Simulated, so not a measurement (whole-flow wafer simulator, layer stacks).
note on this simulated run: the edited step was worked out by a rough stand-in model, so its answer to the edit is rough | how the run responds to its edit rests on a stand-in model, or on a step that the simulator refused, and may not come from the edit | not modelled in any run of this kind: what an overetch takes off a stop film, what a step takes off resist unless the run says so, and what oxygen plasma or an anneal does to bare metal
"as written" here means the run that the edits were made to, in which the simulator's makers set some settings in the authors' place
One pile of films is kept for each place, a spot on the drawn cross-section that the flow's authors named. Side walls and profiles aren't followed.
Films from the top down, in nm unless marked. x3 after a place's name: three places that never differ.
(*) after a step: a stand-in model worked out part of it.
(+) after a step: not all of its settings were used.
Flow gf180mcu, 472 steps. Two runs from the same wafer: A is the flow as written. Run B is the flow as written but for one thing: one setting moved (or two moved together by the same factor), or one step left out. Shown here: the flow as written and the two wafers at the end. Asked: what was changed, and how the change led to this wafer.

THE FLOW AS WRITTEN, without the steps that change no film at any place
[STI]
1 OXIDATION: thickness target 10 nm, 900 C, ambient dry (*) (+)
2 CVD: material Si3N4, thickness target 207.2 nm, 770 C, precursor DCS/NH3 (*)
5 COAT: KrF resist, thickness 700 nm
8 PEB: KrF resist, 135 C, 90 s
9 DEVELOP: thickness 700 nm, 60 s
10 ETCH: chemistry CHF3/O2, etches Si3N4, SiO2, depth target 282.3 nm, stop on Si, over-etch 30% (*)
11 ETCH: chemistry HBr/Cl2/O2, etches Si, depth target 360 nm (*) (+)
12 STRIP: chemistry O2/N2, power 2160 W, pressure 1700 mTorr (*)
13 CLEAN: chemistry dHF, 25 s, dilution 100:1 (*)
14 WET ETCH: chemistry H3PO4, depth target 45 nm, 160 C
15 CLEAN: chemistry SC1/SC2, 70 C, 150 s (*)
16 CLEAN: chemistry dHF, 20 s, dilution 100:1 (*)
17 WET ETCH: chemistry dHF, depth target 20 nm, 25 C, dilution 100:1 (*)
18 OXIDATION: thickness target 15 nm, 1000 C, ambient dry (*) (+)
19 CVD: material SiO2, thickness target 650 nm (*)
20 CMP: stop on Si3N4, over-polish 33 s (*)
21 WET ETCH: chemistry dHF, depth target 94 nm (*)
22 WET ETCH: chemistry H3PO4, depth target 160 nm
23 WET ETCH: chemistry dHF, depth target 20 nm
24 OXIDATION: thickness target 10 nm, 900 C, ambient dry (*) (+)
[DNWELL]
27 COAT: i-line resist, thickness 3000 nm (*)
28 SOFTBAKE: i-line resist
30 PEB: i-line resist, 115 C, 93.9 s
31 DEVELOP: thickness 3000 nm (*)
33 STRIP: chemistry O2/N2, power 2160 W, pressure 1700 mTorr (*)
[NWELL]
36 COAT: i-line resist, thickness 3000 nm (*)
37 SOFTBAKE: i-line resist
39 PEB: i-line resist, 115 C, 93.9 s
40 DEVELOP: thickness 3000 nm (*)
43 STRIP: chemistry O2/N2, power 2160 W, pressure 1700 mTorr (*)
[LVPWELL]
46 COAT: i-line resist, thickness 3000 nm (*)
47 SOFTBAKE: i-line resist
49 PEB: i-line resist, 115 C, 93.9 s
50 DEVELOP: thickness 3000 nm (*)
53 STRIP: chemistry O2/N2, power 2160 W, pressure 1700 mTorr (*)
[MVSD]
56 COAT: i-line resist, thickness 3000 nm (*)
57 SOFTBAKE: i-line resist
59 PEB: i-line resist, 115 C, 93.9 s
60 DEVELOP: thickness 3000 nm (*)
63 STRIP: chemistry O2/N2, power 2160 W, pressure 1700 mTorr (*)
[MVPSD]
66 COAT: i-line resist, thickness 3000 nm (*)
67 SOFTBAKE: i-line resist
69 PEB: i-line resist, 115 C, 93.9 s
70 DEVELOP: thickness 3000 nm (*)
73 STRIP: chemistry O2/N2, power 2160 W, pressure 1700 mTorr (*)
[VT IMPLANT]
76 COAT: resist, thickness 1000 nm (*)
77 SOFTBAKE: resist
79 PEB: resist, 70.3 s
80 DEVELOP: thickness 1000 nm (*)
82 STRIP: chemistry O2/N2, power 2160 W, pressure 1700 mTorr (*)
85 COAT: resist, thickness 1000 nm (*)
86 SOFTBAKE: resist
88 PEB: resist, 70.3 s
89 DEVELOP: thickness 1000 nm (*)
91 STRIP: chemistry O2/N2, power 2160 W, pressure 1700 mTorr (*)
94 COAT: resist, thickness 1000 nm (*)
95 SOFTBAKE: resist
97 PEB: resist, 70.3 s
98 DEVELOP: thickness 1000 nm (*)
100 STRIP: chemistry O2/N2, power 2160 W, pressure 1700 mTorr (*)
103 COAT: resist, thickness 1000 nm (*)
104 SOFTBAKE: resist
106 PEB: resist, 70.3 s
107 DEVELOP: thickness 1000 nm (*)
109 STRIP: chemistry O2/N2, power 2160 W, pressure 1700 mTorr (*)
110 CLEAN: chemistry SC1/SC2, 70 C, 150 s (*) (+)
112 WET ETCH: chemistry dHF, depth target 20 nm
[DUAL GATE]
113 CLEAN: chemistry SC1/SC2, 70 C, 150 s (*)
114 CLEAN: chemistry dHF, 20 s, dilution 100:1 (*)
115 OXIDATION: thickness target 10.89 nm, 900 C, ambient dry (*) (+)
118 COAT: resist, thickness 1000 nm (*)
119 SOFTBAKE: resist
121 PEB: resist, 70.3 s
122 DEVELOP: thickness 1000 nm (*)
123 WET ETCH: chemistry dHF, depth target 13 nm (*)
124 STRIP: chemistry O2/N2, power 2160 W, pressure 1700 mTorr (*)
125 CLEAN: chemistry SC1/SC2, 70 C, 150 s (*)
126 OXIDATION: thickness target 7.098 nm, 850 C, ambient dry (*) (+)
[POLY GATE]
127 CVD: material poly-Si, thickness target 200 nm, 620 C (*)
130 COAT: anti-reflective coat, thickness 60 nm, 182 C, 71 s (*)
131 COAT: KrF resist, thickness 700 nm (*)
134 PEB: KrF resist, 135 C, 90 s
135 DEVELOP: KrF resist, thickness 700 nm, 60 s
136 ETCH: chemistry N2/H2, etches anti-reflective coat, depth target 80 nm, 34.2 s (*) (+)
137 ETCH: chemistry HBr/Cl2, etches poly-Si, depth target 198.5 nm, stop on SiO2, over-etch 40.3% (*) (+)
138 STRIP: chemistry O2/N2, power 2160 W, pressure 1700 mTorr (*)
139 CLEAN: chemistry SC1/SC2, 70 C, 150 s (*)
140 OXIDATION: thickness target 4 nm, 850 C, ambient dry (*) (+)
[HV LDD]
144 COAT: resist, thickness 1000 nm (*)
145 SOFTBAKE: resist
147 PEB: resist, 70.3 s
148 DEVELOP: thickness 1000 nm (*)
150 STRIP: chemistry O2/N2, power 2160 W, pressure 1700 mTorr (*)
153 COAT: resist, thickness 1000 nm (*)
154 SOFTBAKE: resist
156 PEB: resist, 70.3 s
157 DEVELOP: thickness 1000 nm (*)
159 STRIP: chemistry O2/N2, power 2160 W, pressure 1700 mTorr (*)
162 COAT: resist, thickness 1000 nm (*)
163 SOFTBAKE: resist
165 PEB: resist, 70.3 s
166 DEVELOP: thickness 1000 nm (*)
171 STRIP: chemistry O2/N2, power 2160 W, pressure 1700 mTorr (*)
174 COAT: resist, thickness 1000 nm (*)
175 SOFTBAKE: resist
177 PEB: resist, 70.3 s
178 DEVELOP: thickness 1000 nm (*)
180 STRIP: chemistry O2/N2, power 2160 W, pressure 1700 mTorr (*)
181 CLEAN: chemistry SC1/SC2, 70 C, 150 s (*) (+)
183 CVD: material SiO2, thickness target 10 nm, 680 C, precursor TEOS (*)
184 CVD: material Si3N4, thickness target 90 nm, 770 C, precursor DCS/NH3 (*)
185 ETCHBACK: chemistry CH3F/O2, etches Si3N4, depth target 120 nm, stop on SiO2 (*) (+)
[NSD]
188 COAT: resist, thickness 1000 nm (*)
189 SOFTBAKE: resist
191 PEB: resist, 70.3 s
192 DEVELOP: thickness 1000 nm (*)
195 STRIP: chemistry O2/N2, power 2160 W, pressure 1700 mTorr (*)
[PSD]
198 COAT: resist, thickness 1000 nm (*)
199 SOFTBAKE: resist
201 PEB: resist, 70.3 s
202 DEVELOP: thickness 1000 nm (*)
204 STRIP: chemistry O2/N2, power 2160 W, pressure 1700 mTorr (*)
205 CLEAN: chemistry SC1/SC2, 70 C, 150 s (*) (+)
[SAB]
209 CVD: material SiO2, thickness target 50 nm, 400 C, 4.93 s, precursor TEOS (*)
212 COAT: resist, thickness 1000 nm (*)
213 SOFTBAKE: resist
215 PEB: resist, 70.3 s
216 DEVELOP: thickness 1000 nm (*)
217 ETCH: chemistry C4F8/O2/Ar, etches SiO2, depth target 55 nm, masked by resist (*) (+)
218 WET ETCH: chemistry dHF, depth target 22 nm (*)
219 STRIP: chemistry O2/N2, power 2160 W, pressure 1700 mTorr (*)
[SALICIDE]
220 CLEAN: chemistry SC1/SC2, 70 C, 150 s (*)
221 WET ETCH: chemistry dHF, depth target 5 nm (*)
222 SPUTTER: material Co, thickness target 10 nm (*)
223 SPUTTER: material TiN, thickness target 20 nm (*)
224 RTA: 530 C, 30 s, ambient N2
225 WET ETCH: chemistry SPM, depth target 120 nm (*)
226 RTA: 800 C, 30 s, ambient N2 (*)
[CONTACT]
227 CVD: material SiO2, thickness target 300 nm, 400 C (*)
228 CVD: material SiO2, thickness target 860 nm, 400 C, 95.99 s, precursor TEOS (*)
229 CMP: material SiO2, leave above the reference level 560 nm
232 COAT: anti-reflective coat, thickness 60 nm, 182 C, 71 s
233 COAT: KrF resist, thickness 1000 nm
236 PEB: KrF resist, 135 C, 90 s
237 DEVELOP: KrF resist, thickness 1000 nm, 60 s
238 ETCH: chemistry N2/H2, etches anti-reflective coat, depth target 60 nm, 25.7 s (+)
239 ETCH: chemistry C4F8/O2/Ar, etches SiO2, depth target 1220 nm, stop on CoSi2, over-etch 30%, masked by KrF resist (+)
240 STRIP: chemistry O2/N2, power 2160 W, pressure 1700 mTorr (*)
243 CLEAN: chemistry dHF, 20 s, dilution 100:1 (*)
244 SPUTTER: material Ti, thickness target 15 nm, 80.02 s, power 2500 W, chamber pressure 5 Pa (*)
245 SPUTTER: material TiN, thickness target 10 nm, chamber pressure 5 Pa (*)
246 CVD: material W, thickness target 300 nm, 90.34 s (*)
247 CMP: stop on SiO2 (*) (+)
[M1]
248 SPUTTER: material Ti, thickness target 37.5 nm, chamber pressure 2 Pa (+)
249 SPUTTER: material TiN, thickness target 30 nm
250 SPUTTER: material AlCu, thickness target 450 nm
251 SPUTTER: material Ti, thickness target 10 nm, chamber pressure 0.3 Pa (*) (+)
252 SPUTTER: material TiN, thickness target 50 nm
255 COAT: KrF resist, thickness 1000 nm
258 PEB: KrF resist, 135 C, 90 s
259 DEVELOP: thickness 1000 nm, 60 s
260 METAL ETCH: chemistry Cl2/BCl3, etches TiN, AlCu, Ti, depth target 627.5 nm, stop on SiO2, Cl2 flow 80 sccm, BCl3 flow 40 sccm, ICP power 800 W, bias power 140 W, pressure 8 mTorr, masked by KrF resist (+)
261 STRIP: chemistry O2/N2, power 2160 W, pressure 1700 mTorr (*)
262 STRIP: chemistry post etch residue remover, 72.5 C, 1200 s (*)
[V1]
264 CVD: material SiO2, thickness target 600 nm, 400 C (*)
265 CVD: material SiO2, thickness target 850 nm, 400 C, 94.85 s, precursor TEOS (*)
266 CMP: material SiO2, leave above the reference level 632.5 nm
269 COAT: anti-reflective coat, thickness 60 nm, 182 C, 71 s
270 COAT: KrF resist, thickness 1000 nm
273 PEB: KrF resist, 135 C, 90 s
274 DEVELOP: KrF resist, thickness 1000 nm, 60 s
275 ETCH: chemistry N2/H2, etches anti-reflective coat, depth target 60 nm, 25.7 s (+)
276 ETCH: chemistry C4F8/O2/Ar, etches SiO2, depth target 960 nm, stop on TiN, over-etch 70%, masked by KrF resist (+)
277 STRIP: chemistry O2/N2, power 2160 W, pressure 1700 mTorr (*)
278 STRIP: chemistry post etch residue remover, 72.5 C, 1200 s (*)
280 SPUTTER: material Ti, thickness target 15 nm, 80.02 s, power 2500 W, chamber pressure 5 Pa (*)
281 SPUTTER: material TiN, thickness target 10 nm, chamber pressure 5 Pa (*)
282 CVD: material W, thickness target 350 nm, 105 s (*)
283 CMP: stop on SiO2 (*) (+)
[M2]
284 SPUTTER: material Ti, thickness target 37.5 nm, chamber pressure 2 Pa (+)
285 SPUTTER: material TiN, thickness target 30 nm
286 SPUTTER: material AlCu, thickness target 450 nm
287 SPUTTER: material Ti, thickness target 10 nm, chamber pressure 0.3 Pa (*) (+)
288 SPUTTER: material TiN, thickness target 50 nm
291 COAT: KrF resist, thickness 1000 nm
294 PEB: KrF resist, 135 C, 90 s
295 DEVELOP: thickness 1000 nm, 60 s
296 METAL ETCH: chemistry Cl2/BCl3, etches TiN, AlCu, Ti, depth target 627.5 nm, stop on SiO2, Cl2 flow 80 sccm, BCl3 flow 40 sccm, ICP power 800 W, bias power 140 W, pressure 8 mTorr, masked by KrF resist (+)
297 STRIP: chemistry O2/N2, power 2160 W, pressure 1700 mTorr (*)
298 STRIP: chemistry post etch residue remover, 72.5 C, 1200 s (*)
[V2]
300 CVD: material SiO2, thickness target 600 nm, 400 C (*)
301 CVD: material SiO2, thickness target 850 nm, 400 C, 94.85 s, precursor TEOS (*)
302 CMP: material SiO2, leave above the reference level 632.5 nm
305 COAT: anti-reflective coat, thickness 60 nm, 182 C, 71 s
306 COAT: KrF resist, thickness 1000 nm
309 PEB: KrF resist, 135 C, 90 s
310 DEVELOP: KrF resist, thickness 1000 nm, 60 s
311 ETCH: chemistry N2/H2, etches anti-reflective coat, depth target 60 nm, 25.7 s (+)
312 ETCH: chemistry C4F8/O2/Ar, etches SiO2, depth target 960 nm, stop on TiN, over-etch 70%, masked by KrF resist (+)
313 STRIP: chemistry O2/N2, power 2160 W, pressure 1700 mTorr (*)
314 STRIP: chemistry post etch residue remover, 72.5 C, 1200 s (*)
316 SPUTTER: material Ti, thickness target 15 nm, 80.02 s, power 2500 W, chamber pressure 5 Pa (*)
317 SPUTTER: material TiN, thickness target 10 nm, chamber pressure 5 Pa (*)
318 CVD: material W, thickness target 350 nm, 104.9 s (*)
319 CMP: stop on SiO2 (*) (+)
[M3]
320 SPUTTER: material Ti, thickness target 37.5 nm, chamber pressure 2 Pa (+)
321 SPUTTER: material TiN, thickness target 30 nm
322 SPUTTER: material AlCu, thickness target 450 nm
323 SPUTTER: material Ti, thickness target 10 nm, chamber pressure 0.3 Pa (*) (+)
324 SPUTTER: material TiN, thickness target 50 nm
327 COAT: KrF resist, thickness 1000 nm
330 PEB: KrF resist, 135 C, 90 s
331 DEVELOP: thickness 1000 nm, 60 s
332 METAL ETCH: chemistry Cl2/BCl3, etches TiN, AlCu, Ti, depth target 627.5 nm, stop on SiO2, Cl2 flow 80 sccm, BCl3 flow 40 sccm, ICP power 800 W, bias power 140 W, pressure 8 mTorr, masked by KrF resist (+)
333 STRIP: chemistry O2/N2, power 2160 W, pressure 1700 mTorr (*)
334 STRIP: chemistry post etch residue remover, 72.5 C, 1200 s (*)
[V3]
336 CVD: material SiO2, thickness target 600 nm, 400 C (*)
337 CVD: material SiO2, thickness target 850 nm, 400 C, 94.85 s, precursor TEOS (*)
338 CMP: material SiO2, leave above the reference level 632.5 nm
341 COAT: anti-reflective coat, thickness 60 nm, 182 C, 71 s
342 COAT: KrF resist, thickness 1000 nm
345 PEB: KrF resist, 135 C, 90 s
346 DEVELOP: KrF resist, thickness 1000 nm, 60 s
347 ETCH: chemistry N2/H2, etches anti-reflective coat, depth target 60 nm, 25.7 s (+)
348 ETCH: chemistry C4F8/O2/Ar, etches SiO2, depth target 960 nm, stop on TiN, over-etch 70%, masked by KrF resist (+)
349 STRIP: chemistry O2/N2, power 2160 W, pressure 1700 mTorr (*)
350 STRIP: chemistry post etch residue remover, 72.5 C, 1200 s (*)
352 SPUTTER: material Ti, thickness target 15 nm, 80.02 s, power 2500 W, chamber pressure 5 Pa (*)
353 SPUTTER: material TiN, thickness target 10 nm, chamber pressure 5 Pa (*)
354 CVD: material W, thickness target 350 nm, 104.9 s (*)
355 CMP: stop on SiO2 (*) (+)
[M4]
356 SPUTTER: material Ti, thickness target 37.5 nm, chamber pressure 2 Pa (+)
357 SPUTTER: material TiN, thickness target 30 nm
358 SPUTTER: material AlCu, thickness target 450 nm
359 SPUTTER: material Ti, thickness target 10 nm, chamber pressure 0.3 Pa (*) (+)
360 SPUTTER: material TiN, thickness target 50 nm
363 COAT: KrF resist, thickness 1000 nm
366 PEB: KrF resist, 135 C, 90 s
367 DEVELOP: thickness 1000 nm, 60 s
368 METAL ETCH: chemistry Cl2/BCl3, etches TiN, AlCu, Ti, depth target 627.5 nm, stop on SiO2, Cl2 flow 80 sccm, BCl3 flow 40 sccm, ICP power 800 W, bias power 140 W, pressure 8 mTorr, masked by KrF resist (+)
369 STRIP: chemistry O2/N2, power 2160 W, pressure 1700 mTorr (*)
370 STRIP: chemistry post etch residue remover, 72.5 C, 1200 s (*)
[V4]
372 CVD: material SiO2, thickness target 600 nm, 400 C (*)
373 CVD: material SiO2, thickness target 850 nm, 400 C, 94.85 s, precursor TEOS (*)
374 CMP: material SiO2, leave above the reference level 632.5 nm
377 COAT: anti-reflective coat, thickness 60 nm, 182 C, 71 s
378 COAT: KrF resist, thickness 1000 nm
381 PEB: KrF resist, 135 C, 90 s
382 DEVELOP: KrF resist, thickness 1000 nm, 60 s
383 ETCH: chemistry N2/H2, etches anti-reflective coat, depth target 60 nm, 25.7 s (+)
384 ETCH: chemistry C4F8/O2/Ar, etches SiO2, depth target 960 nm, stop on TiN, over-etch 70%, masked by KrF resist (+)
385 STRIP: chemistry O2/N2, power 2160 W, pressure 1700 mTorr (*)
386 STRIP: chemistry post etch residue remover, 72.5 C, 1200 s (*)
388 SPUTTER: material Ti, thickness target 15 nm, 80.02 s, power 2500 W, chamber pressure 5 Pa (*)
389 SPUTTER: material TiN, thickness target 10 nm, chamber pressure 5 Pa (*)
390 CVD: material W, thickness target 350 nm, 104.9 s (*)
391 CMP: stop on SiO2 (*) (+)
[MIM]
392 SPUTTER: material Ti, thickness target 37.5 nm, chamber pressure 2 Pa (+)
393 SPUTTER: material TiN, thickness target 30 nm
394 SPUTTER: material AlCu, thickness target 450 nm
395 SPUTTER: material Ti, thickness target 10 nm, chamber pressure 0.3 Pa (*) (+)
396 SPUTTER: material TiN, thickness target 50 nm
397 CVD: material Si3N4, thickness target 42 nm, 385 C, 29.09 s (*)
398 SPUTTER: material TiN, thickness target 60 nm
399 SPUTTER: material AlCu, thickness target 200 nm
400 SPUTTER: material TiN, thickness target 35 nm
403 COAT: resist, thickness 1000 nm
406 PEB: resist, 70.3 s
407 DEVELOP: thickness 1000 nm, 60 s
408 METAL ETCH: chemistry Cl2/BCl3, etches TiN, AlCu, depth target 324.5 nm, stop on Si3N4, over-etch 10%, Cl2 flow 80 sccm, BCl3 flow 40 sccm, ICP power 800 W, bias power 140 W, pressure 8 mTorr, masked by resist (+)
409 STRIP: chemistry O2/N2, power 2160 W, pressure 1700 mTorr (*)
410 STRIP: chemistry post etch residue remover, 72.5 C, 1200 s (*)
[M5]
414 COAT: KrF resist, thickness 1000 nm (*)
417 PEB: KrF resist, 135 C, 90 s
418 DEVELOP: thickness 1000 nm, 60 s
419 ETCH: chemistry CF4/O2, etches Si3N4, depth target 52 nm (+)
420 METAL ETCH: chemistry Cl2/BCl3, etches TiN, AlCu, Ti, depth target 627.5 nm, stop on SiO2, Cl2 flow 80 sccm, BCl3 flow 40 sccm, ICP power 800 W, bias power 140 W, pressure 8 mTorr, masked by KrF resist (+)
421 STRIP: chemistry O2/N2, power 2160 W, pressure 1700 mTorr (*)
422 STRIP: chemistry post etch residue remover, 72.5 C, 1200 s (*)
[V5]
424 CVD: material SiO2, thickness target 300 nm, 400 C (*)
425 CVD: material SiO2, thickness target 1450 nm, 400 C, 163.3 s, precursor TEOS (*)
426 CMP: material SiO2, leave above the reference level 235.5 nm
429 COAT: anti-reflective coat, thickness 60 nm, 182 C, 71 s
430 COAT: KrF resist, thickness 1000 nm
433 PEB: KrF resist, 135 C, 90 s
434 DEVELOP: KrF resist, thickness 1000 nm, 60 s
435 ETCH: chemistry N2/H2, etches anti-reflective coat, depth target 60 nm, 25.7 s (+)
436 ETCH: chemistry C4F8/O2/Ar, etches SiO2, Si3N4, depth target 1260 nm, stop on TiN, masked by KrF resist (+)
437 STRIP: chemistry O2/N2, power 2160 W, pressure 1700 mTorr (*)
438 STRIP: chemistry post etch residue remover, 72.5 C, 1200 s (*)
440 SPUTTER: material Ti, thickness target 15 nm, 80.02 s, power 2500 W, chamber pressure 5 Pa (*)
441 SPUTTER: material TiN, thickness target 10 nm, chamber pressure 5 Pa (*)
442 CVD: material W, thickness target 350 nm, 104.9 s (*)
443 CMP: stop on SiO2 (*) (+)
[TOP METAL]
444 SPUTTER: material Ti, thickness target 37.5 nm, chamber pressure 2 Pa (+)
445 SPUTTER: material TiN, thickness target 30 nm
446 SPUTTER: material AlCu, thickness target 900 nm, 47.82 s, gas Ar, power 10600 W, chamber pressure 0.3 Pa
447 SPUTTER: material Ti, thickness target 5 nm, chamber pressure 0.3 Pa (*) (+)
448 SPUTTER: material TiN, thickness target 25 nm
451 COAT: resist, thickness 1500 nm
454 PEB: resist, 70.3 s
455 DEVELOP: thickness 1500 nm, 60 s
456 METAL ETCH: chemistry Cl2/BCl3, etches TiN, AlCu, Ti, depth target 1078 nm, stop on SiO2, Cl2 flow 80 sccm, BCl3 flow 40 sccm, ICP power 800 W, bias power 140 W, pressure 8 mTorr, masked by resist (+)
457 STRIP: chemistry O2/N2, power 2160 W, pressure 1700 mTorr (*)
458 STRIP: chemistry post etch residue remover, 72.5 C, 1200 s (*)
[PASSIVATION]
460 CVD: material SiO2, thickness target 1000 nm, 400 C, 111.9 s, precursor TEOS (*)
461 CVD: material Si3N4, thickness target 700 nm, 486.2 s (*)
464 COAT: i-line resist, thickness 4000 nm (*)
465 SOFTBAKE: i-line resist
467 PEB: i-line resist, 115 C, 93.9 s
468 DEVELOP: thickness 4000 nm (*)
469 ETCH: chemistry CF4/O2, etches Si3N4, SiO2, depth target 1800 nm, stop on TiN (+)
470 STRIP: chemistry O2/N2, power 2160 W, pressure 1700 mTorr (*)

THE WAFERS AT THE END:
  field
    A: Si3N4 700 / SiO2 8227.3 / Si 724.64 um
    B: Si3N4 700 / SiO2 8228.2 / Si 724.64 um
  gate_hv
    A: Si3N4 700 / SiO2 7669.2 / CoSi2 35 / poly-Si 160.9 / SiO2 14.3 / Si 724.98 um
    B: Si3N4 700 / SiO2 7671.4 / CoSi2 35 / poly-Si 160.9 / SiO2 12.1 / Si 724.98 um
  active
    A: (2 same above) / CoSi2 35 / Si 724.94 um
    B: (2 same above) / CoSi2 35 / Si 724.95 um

The cause: step 115, OXIDATION: thickness target 8.437 nm was run, where the flow has thickness target 10.89 nm.

How the change led to this, step by step:
  115 OXIDATION: thickness target 10.89 nm, 900 C, ambient dry (*) (+)
      active, n_well, p_well and 40 more: A SiO2 +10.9 (new film), Si -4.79 | B SiO2 +8.44 (new film), Si -3.71
  123 WET ETCH: chemistry dHF, depth target 13 nm (*)
      active, n_well, p_well and 12 more: A SiO2 -10.9 (all of it) | B SiO2 -8.44 (all of it)
  189 SOFTBAKE: resist
      active_hv: A resist +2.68 | B resist -0.46
      nw_enc_fld_lv__w3: A resist +2.11 | B resist -1.64
      (and at 1 more place)
  199 SOFTBAKE: resist
      active_hv: A resist +2.68 | B resist -0.46
      nw_enc_fld_lv__w3: A resist +2.11 | B resist -1.64
      (and at 1 more place)
  218 WET ETCH: chemistry dHF, depth target 22 nm (*)
      ldn_tap, ldn_src, ldn_drn, ldp_tap, ldp_src, ldp_drn, ldp_gr: A SiO2 -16 (all of it) | B SiO2 -13.9 (all of it)
      ld_drn_n, ld_sd_p: A SiO2 -14.8 (all of it) | B SiO2 -12.7 (all of it)
      (and at 5 more places)
  223 SPUTTER: material TiN, thickness target 20 nm (*)
      field__w12: A TiN +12 (new film) | B TiN +12.6 (new film)
  225 WET ETCH: chemistry SPM, depth target 120 nm (*)
      field__w12: A TiN -12 (all of it), Co -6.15 (all of it) | B TiN -12.6 (all of it), Co -6.16 (all of it)
